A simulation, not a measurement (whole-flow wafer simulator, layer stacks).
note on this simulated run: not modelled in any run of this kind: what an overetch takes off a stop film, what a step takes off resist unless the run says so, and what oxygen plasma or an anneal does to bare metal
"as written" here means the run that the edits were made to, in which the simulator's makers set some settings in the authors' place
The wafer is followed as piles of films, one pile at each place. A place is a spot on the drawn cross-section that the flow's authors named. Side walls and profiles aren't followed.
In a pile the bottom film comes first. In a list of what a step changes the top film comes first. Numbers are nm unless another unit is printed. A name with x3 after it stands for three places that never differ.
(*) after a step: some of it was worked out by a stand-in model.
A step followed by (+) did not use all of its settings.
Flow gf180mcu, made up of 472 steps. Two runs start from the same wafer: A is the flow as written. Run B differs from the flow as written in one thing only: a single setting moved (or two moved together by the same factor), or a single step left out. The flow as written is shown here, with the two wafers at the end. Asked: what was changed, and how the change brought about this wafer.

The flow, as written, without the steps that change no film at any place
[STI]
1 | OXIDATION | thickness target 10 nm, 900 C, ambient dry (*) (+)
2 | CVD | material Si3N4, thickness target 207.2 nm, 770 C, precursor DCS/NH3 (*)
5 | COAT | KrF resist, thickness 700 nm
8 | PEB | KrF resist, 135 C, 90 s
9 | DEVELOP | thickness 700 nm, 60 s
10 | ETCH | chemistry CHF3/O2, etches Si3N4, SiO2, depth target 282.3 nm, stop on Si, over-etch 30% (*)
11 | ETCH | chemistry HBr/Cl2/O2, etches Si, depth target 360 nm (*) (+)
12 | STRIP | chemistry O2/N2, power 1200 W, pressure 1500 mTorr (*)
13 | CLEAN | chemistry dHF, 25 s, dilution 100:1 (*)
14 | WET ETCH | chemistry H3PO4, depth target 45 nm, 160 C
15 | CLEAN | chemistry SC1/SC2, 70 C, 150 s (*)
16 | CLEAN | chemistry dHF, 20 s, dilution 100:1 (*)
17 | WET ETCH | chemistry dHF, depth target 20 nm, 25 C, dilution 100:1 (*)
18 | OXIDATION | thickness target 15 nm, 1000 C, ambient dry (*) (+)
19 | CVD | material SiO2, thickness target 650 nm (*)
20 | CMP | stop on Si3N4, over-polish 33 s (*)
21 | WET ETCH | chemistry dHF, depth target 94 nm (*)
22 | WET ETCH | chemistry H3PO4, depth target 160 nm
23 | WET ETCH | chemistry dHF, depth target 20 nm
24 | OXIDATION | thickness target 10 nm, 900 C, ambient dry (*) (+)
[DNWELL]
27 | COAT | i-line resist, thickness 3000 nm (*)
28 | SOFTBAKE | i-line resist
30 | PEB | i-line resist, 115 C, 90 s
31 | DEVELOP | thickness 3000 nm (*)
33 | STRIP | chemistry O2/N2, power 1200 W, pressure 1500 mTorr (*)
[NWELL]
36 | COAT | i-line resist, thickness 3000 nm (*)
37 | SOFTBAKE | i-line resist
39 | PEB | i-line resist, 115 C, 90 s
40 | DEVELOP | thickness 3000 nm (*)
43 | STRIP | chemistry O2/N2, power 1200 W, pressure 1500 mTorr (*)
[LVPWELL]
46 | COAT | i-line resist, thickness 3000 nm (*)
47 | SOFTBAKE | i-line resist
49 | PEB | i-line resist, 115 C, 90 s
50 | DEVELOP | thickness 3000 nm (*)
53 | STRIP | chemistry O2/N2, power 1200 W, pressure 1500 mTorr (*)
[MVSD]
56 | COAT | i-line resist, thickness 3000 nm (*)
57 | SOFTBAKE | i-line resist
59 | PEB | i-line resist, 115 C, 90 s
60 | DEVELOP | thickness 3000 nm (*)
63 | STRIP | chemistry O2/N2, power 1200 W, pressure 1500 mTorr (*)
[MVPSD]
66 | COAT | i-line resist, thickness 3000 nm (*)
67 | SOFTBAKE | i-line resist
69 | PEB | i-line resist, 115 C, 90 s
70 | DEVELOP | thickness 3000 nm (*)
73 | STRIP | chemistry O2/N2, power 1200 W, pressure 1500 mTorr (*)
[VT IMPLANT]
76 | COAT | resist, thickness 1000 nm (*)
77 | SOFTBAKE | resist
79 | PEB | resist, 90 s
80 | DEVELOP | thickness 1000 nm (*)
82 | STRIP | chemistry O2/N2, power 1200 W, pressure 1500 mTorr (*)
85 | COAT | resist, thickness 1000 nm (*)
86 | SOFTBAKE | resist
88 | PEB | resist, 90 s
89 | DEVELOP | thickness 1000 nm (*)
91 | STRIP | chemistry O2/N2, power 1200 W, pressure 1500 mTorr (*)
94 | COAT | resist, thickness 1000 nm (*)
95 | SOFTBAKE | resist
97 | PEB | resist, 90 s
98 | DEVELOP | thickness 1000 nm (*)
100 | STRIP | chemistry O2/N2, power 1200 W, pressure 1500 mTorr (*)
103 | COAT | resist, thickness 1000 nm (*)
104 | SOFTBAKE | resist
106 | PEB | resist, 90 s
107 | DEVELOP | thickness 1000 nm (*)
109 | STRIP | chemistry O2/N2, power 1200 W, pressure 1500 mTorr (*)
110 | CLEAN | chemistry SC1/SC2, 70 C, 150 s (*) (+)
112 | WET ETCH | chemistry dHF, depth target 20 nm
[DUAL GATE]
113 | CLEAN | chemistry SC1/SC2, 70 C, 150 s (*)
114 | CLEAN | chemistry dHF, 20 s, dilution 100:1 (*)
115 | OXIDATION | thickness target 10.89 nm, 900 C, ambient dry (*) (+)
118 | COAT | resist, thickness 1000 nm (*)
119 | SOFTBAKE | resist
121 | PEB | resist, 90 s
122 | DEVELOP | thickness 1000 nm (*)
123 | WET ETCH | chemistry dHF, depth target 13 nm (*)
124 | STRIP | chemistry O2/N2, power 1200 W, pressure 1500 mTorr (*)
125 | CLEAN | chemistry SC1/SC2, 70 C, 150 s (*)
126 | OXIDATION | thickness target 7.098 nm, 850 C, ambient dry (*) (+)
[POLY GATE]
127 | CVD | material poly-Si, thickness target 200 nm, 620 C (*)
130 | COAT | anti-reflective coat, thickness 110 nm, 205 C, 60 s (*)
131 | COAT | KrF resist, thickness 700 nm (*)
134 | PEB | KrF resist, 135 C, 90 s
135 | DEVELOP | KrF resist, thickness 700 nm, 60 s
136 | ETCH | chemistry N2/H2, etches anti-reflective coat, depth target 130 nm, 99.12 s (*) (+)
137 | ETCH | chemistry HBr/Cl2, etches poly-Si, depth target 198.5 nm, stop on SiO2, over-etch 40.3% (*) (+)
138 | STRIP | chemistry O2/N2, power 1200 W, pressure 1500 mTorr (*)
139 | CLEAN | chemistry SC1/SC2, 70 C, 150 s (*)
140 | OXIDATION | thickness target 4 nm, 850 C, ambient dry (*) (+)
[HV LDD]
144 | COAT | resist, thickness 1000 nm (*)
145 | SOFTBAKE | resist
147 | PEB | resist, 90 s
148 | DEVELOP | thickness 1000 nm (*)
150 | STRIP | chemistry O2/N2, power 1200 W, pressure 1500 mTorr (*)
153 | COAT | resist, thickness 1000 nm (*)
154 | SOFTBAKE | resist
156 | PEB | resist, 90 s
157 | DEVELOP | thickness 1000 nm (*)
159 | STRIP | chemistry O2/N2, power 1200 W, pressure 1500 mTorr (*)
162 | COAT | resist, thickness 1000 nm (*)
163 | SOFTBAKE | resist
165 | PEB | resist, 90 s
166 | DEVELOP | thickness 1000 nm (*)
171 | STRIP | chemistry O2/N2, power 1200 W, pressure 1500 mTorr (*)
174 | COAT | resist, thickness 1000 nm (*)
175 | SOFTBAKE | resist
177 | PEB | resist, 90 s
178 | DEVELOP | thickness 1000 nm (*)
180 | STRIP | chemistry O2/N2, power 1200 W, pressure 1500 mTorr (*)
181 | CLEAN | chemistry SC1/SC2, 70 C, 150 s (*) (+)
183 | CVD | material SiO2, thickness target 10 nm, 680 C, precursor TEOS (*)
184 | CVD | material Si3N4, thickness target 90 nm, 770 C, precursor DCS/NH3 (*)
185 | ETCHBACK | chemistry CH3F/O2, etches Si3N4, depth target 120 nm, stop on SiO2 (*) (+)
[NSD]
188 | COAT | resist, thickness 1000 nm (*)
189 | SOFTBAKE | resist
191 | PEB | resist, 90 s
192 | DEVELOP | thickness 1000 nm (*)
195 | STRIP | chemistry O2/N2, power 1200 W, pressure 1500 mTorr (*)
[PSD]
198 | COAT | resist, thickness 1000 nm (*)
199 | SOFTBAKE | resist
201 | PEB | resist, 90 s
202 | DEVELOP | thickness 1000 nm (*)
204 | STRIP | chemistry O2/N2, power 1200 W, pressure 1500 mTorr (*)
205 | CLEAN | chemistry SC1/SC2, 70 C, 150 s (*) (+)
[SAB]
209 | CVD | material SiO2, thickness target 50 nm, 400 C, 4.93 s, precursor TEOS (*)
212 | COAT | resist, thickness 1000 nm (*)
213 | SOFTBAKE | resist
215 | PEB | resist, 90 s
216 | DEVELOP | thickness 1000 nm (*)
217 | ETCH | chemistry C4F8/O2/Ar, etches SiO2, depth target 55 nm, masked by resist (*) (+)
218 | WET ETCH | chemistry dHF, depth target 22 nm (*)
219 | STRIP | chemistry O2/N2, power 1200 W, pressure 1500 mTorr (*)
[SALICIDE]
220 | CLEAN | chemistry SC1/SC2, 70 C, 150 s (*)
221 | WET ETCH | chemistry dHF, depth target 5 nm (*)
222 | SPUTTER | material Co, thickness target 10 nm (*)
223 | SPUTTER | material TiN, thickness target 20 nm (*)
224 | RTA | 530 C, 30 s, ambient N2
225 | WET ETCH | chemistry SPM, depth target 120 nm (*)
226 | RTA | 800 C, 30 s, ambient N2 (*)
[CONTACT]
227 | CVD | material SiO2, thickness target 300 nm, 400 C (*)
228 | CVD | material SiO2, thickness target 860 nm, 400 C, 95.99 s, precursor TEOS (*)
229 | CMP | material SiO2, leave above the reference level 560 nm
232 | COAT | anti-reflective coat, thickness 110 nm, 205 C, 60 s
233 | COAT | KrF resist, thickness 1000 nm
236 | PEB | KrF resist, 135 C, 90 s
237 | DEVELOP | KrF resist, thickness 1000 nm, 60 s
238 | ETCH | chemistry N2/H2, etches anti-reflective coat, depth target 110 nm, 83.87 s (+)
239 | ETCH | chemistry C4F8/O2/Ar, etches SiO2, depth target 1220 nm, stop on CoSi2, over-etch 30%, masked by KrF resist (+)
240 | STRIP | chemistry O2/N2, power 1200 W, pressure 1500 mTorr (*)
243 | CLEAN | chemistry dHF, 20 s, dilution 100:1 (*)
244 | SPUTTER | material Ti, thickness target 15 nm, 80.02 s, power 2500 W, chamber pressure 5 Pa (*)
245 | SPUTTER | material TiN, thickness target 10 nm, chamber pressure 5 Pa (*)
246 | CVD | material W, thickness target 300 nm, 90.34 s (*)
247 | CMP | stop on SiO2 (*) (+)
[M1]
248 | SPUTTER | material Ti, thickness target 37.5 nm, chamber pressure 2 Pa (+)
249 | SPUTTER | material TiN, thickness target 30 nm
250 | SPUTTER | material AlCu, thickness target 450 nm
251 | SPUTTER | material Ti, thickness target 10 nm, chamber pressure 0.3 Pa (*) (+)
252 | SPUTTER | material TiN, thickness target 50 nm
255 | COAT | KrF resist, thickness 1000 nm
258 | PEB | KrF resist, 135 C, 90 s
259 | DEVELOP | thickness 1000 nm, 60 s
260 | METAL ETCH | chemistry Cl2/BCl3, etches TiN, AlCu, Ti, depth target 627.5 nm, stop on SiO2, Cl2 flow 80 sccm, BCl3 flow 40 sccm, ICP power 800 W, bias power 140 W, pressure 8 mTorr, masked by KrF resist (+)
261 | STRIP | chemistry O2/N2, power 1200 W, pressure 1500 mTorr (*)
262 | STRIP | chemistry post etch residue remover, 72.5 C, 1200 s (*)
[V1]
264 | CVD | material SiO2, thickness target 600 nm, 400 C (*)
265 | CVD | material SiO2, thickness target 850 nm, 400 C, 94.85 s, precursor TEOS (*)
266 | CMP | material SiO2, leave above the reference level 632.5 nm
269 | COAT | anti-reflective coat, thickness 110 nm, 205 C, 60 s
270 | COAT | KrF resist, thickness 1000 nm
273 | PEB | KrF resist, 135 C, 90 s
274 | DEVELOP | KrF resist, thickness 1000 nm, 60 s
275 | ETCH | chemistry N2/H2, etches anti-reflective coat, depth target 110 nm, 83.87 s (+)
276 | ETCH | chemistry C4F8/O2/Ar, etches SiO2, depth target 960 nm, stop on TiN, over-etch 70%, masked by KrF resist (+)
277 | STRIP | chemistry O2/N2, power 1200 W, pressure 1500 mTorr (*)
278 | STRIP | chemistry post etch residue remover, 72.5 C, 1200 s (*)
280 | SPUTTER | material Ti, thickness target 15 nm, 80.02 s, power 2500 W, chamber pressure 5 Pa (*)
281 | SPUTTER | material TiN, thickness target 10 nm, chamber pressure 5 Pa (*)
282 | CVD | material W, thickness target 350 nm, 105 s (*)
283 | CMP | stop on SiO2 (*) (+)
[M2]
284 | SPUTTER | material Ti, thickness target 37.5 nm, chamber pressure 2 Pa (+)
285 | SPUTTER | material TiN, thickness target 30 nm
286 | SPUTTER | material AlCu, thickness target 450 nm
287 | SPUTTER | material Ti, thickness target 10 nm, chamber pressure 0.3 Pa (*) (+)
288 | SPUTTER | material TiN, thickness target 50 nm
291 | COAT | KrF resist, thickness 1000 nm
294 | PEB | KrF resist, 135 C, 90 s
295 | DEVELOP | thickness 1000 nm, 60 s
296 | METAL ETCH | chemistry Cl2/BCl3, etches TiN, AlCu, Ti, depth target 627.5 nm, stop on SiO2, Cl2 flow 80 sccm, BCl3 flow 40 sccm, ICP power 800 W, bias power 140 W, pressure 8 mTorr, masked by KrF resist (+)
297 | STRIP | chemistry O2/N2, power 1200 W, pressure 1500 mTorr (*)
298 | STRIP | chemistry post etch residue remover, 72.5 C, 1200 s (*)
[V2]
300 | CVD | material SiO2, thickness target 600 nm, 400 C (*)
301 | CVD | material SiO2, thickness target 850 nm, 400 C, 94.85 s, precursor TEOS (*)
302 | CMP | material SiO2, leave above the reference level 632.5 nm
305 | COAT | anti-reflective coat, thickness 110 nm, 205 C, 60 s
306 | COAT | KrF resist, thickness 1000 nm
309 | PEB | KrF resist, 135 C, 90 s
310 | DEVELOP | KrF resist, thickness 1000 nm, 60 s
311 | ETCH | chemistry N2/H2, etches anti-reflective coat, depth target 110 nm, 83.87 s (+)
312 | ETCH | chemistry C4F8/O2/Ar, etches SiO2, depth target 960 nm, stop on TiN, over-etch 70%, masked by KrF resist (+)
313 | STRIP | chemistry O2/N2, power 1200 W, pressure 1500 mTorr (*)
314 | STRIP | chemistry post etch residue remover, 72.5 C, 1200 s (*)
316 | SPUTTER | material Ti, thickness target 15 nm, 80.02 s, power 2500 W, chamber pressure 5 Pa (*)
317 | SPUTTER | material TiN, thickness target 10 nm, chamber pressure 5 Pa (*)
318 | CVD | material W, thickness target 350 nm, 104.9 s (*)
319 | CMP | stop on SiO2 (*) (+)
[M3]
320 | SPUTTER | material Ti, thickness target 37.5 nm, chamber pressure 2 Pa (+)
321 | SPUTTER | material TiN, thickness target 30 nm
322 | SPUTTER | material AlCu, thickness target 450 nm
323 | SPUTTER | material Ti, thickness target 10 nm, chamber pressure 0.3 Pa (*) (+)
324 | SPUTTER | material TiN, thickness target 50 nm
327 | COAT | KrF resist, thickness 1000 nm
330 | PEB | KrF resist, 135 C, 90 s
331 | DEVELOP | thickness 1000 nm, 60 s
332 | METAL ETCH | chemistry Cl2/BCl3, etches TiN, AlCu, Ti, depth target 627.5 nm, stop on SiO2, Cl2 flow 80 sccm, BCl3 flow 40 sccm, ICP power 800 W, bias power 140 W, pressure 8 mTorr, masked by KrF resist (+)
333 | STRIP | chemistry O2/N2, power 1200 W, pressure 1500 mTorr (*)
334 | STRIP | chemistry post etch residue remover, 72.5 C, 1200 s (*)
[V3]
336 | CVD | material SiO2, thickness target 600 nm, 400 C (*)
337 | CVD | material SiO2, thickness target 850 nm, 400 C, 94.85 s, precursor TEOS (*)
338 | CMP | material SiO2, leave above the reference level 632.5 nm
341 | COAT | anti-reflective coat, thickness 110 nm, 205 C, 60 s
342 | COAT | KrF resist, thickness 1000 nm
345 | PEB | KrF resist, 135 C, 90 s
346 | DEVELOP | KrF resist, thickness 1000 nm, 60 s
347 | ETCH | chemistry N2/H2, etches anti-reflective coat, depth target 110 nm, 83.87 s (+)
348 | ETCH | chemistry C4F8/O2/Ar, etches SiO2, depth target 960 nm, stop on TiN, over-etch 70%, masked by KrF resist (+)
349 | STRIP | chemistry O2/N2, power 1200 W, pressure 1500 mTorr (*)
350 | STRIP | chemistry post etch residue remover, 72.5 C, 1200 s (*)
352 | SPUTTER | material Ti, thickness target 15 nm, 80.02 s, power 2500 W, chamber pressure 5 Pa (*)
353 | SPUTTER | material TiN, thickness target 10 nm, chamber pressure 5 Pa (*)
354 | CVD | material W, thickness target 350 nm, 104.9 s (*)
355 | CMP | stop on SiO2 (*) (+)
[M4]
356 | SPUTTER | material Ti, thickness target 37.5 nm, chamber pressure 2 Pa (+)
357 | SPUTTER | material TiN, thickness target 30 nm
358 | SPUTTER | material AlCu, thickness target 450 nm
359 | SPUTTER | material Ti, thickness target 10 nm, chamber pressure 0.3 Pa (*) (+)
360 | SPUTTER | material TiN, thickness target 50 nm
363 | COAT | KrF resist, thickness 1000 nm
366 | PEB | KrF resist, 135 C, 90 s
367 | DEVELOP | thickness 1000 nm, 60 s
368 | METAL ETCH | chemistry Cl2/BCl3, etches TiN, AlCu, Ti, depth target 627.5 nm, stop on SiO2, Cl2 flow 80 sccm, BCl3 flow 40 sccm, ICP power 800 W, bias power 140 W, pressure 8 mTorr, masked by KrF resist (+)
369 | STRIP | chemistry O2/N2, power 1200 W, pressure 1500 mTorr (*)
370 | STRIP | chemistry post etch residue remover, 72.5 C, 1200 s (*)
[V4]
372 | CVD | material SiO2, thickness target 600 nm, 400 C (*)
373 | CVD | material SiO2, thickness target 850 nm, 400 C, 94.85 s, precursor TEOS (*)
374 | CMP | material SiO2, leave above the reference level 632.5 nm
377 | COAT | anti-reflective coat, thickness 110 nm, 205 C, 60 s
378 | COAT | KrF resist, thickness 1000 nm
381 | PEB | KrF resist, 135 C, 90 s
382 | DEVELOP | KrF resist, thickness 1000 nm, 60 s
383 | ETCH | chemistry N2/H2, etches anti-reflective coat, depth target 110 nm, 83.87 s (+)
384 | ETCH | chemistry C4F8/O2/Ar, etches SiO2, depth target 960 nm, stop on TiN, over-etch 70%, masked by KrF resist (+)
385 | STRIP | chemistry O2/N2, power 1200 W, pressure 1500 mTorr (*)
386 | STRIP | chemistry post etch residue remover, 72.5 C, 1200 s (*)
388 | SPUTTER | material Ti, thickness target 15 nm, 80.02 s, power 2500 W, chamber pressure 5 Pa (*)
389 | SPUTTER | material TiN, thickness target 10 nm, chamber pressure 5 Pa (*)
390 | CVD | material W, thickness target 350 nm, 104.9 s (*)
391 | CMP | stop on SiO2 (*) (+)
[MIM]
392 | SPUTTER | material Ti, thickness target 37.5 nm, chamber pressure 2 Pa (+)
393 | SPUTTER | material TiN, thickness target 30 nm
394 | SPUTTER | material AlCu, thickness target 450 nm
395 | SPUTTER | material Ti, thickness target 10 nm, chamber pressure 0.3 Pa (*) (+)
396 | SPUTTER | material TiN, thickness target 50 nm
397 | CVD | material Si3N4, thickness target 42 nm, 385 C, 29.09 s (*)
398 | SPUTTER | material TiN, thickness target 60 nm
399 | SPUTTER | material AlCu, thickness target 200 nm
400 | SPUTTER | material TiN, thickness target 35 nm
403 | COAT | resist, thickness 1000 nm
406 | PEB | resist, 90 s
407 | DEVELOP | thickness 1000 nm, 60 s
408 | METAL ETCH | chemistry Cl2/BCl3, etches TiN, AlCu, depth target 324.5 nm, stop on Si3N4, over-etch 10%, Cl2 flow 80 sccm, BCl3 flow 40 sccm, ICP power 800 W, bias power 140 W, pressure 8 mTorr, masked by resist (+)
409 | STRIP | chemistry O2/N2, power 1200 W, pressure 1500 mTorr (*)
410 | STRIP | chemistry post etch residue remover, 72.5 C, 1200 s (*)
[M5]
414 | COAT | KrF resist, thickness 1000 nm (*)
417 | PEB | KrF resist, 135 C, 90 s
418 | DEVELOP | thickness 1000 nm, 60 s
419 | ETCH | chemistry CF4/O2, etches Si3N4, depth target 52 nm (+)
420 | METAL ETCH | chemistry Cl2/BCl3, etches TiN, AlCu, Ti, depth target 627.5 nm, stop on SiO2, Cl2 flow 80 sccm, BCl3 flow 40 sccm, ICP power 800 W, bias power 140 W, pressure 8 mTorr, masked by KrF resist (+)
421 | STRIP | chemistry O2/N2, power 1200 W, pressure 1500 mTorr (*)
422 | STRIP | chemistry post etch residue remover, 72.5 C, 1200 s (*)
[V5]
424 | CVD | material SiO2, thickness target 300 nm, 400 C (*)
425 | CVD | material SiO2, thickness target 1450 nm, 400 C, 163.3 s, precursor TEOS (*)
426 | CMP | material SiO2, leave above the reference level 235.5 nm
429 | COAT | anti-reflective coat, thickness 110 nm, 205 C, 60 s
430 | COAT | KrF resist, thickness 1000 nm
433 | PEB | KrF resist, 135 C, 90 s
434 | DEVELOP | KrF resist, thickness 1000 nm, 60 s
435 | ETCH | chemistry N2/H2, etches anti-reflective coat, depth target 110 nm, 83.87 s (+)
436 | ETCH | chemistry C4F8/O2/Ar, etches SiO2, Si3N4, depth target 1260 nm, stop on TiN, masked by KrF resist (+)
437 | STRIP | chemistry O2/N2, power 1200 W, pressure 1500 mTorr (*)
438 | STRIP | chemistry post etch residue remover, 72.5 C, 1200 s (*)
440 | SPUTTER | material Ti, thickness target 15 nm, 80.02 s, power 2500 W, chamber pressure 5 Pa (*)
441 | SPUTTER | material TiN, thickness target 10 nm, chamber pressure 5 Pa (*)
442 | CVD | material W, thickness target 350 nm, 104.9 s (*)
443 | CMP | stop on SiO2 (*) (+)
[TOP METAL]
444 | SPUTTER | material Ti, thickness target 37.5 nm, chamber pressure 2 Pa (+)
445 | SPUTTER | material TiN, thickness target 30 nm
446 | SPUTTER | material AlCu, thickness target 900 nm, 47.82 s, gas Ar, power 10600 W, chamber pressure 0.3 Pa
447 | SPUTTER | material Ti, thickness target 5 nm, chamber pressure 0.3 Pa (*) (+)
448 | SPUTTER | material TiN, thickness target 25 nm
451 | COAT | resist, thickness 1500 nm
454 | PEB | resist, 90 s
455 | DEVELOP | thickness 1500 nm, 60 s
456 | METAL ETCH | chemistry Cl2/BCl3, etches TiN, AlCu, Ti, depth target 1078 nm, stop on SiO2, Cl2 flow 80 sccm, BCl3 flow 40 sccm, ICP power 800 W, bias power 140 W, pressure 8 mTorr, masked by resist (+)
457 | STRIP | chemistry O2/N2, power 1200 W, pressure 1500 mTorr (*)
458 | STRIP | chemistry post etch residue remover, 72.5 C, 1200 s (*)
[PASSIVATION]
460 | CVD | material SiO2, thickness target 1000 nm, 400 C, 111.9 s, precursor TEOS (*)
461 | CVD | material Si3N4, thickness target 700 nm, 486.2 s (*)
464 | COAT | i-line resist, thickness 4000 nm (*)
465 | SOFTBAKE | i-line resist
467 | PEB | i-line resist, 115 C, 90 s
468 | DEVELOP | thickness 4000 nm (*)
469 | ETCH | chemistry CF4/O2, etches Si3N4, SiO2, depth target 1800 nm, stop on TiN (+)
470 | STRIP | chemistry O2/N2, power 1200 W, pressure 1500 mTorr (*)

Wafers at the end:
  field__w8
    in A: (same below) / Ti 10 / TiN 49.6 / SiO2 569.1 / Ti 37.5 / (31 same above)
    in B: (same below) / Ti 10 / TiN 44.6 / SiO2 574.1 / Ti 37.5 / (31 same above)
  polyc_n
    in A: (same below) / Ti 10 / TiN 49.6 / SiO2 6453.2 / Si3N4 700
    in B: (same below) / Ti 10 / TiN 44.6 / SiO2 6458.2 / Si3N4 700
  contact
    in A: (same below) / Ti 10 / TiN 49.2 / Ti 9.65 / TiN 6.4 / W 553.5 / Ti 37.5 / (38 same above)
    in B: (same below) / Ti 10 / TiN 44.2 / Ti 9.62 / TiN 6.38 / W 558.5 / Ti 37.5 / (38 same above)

The reason: step 252, SPUTTER: thickness target 45 nm was run, whereas the flow has thickness target 50 nm.

How this came from the change, step by step:
  252 | SPUTTER | material TiN, thickness target 50 nm
      field, field__w1, field__w2 and 108 more: A TiN gains 50 (new film) | B TiN gains 45 (new film)
  260 | METAL ETCH | chemistry Cl2/BCl3, etches TiN, AlCu, Ti, depth target 627.5 nm, stop on SiO2, Cl2 flow 80 sccm, BCl3 flow 40 sccm, ICP power 800 W, bias power 140 W, pressure 8 mTorr, masked by KrF resist (+)
      field, field__w1, field__w2 and 99 more: A TiN loses 50 (all of it), Ti loses 10 (all of it), AlCu loses 450 (all of it), TiN loses 30 (all of it), Ti loses 37.5 (all of it) | B TiN loses 45 (all of it), Ti loses 10 (all of it), AlCu loses 450 (all of it), TiN loses 30 (all of it), Ti loses 37.5 (all of it)
